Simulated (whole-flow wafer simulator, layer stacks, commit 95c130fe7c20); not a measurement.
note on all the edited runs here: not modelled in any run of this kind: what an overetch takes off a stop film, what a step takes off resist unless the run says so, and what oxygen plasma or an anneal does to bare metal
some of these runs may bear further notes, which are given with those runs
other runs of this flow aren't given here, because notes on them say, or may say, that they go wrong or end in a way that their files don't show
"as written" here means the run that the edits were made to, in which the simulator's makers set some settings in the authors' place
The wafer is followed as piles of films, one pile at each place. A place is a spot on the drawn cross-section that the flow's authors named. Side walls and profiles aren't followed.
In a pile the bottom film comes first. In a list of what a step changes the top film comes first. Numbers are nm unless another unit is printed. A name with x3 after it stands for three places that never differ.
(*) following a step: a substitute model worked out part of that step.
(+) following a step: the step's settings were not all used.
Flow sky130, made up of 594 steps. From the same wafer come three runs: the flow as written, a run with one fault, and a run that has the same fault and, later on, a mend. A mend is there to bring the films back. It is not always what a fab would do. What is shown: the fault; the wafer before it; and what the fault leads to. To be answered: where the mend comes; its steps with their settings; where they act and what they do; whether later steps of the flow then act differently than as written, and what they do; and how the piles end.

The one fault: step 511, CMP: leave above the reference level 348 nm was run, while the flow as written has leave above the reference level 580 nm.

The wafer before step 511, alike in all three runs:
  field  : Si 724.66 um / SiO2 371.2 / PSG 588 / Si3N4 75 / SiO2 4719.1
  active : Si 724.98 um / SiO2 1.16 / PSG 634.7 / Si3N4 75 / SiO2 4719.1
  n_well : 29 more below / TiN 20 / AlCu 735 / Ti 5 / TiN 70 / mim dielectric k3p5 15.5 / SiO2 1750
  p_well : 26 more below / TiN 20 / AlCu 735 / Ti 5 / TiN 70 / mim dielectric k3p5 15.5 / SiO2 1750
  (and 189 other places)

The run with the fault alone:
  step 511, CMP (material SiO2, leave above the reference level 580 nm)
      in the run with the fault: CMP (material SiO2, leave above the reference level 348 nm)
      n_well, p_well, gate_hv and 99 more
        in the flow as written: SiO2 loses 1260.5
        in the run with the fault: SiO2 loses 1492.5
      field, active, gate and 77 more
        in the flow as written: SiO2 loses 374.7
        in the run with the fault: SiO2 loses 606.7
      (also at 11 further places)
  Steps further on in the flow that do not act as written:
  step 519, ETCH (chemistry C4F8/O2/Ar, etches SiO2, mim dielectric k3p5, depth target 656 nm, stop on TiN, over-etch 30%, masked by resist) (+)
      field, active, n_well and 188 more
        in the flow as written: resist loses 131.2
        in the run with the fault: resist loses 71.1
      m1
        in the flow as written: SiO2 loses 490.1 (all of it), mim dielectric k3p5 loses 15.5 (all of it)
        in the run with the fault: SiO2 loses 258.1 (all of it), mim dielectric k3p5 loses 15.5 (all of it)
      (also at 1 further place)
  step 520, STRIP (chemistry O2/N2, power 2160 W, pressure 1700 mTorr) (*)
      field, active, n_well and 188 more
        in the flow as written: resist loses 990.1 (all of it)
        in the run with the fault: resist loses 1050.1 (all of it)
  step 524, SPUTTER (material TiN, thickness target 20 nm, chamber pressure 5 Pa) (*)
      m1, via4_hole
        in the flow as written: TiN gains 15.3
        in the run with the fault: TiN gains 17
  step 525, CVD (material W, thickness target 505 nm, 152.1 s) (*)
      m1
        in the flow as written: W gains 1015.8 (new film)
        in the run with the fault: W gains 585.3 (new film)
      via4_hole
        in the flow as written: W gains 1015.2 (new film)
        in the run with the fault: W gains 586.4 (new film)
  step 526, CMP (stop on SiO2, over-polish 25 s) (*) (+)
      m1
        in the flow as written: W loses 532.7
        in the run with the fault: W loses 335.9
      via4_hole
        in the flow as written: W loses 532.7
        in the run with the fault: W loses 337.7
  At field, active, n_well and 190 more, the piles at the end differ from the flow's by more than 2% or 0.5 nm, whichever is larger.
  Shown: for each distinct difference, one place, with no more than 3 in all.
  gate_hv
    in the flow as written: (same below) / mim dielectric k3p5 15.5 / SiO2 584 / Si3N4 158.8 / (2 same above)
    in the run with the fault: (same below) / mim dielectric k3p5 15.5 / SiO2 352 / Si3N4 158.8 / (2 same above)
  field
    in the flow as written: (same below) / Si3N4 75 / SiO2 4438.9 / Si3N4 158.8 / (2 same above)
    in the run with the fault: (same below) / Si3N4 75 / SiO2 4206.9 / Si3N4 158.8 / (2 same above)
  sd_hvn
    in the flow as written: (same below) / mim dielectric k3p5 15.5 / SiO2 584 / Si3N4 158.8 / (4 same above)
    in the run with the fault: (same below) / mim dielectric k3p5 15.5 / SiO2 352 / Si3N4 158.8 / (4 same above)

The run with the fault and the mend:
  After step 511 comes the mend.
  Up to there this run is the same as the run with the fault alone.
  step 511a, HDPCVD (thickness target 232 nm) (*) (a further turn of the flow's step 510, with different settings)
      field, active, n_well and 190 more
        SiO2 gains 232
  None of the later steps of the flow acts differently than as written at any place that is followed.
  The piles end the same as the flow's at every place that both follow.
